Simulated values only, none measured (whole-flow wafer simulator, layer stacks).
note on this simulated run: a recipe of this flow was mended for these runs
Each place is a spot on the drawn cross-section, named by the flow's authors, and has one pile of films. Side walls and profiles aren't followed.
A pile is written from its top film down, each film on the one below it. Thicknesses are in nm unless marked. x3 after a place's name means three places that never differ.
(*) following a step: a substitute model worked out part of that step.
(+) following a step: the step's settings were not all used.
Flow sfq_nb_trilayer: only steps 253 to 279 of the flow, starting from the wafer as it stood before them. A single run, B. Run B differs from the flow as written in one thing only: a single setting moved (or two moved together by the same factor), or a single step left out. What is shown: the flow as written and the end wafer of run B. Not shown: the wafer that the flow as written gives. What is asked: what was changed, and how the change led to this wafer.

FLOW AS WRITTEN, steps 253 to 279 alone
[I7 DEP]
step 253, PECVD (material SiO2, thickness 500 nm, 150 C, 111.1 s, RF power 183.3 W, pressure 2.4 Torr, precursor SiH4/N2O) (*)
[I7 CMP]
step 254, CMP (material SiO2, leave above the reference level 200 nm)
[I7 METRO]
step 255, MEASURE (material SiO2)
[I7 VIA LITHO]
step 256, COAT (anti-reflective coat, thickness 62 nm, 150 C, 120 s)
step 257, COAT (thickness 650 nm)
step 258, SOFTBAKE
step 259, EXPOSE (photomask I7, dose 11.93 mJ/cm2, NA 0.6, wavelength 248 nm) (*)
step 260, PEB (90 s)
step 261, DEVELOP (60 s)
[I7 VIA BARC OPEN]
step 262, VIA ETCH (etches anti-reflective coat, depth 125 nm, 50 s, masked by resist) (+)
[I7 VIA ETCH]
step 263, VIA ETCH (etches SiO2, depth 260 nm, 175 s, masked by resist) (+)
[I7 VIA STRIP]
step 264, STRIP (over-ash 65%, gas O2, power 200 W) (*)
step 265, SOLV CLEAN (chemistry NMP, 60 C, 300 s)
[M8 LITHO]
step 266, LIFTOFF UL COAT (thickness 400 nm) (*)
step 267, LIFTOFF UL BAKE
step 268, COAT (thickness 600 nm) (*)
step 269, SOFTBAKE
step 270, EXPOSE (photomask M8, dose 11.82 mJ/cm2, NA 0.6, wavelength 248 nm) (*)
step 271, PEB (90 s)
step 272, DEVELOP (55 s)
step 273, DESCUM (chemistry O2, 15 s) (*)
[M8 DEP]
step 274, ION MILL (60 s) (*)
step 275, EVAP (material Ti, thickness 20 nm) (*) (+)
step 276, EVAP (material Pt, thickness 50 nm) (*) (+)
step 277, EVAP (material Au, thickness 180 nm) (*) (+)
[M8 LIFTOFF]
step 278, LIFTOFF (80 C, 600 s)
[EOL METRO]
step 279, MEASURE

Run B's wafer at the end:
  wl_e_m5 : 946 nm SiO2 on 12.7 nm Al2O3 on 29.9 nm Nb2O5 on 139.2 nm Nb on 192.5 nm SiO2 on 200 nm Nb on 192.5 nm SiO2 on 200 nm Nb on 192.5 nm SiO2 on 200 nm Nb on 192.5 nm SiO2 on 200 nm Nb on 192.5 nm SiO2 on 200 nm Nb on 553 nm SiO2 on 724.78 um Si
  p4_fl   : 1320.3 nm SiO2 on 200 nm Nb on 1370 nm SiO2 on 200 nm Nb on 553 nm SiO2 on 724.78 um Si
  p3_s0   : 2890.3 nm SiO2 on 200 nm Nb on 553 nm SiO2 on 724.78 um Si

The reason: step 253, PECVD: 77.78 s was run, whereas the flow has 111.1 s.

How this came from the change, step by step:
  step 253, PECVD (material SiO2, thickness 500 nm, 150 C, 111.1 s, RF power 183.3 W, pressure 2.4 Torr, precursor SiH4/N2O) (*)
      field_l, p4_fl, p4_fm and 56 more: +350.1 SiO2 (as written it would have been: +500 SiO2)
      v_sur, via_wl, via_w and 37 more: +350.1 SiO2 (new film) (as written it would have been: +500 SiO2 (new film))
      (also at 7 further places)
  step 254, CMP (material SiO2, leave above the reference level 200 nm)
      field_l, p4_fl, p4_fm and 56 more: nothing (as written it would have been: -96 SiO2)
      field_r, lsp_l: nothing (as written it would have been: -73.2 SiO2)
      (also at 45 further places)
  step 256, COAT (anti-reflective coat, thickness 62 nm, 150 C, 120 s)
      wl_j_sl, wl_jj, wl_j_sr, wl_a_sl, wl_g_sr: +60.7 anti-reflective coat (new film) (as written it would have been: +62 anti-reflective coat (new film))
      p4_w1, wl_a_m6, m5r_line_l, m5r_line_r: +60.6 anti-reflective coat (new film) (as written it would have been: +62 anti-reflective coat (new film))
      (also at 73 further places)
  step 257, COAT (thickness 650 nm)
      via_w: +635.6 KrF-resist-other-grade (new film) (as written it would have been: +650 KrF-resist-other-grade (new film))
      r_end: +636 KrF-resist-other-grade (new film) (as written it would have been: +650 KrF-resist-other-grade (new film))
      (also at 6 further places)
  step 261, DEVELOP (60 s)
      via_w: -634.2 KrF-resist-other-grade (all of it) (as written it would have been: -648.6 KrF-resist-other-grade (all of it))
  step 262, VIA ETCH (etches anti-reflective coat, depth 125 nm, 50 s, masked by resist) (+)
      via_w, via_wr: -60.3 anti-reflective coat (all of it), -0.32 SiO2 (as written it would have been: -62 anti-reflective coat (all of it), -0.31 SiO2)
      via_wl: -55.1 anti-reflective coat (all of it), -0.35 SiO2 (as written it would have been: -62 anti-reflective coat (all of it), -0.31 SiO2)
  step 264, STRIP (over-ash 65%, gas O2, power 200 W) (*)
      m0r_line_l, m0r_line_r, m6r_line_l, m6r_line_r: -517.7 KrF-resist-other-grade (all of it), -70.9 anti-reflective coat (all of it) (as written it would have been: -510.8 KrF-resist-other-grade (all of it), -62 anti-reflective coat (all of it))
      m0r_space_l, m0r_space_r, m6r_space_l, m6r_space_r: -512.4 KrF-resist-other-grade (all of it), -77.3 anti-reflective coat (all of it) (as written it would have been: -510.8 KrF-resist-other-grade (all of it), -62 anti-reflective coat (all of it))
      (also at 77 further places)
  step 266, LIFTOFF UL COAT (thickness 400 nm) (*)
      m0r_line_l, m0r_line_r, m6r_line_l, m6r_line_r: +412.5 lift-off-underlayer (new film) (as written it would have been: +400 lift-off-underlayer (new film))
      m0r_space_l, m0r_space_r, m6r_space_l, m6r_space_r: +416.4 lift-off-underlayer (new film) (as written it would have been: +400 lift-off-underlayer (new film))
      (also at 59 further places)
  step 272, DEVELOP (55 s)
      field_l: -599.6 KrF-resist-other-grade (all of it), -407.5 lift-off-underlayer (all of it) (as written it would have been: -593.6 KrF-resist-other-grade (all of it), -387.9 lift-off-underlayer (all of it))
      v_sur: -600.6 KrF-resist-other-grade (all of it), -351 lift-off-underlayer (all of it) (as written it would have been: -607.6 KrF-resist-other-grade (all of it), -368.7 lift-off-underlayer (all of it))
      (also at 9 further places)
  step 278, LIFTOFF (80 C, 600 s)
      m0r_line_l, m0r_line_r, m6r_line_l, m6r_line_r: -180 Au (all of it), -50 Pt (all of it), -20 Ti (all of it), -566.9 KrF-resist-other-grade (all of it), -412.5 lift-off-underlayer (all of it) (as written it would have been: -180 Au (all of it), -50 Pt (all of it), -20 Ti (all of it), -562.7 KrF-resist-other-grade (all of it), -400 lift-off-underlayer (all of it))
      m0r_space_l, m0r_space_r, m6r_space_l, m6r_space_r: -180 Au (all of it), -50 Pt (all of it), -20 Ti (all of it), -563.8 KrF-resist-other-grade (all of it), -416.4 lift-off-underlayer (all of it) (as written it would have been: -180 Au (all of it), -50 Pt (all of it), -20 Ti (all of it), -562.7 KrF-resist-other-grade (all of it), -400 lift-off-underlayer (all of it))
      (also at 48 further places)
